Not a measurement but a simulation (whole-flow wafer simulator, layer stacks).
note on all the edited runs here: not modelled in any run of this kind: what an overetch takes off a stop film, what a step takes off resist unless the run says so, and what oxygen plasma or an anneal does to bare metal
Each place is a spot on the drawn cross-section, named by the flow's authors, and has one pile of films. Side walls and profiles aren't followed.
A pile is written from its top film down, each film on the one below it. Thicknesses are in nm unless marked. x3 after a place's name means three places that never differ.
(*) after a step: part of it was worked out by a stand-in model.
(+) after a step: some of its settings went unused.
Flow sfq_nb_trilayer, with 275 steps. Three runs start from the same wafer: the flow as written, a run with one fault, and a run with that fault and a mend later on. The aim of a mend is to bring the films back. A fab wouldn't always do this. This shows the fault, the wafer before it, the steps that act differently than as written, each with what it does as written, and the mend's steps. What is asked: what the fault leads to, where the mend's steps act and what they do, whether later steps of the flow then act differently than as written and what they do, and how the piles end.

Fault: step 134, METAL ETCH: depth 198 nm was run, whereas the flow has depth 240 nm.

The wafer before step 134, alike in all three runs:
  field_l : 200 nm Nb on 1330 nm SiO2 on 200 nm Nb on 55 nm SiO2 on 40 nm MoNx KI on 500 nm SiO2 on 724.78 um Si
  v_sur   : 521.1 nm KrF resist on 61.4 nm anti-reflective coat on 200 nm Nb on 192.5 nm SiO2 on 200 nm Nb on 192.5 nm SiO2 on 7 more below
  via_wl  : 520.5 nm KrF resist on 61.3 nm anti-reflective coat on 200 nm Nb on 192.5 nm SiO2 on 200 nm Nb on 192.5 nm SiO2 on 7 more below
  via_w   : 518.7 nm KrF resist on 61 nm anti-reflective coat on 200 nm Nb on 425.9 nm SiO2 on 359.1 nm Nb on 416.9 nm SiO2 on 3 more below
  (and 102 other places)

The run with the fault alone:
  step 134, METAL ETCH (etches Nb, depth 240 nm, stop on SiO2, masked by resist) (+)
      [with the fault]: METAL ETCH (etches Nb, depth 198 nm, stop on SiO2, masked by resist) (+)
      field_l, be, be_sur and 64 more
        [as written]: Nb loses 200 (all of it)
        [with the fault]: Nb loses 198
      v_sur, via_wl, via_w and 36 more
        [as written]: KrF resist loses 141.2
        [with the fault]: KrF resist loses 116.5
  Steps later in the flow that act otherwise than as written:
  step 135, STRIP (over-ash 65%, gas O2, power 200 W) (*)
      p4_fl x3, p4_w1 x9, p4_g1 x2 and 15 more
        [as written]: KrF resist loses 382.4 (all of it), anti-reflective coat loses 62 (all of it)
        [with the fault]: KrF resist loses 407.1 (all of it), anti-reflective coat loses 62 (all of it)
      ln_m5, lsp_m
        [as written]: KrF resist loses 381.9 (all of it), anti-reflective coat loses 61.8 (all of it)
        [with the fault]: KrF resist loses 406.6 (all of it), anti-reflective coat loses 61.8 (all of it)
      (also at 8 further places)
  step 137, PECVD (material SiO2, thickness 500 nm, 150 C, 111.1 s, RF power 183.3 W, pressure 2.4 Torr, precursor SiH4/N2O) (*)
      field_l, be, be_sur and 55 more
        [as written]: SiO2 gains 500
        [with the fault]: SiO2 gains 500 (new film)
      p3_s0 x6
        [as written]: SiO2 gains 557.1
        [with the fault]: SiO2 gains 555.1 (new film)
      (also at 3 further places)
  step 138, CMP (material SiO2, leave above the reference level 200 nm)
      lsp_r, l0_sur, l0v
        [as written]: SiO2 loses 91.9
        [with the fault]: SiO2 loses 94
  The piles end different from the flow's at field_l, be, be_sur and 64 more by more than 2% or 0.5 nm, whichever is larger.
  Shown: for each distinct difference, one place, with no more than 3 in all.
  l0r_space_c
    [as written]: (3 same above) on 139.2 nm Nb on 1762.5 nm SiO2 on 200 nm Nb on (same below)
    [with the fault]: (3 same above) on 139.2 nm Nb on 390.5 nm SiO2 on 2 nm Nb on 1370 nm SiO2 on 200 nm Nb on (same below)
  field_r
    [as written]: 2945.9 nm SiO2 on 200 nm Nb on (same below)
    [with the fault]: 1573.9 nm SiO2 on 2 nm Nb on 1370 nm SiO2 on 200 nm Nb on (same below)
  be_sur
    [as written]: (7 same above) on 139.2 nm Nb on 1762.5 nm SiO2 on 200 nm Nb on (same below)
    [with the fault]: (7 same above) on 139.2 nm Nb on 390.5 nm SiO2 on 2 nm Nb on 1370 nm SiO2 on 200 nm Nb on (same below)

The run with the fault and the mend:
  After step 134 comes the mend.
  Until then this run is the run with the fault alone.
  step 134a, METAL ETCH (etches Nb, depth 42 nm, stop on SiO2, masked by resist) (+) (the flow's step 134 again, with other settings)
      field_l, be, be_sur and 64 more
        Nb loses 2 (all of it)
      v_sur, via_wl, via_w and 36 more
        KrF resist loses 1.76
  Steps later in the flow that act otherwise than as written:
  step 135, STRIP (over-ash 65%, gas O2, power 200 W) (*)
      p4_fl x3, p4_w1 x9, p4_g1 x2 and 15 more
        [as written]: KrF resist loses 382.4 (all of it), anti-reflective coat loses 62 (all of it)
        [with the mend]: KrF resist loses 405.3 (all of it), anti-reflective coat loses 62 (all of it)
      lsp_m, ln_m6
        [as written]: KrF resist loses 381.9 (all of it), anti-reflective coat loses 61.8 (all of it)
        [with the mend]: KrF resist loses 404.9 (all of it), anti-reflective coat loses 61.8 (all of it)
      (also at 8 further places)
  By the end, the piles equal the flow's at every place that both follow.
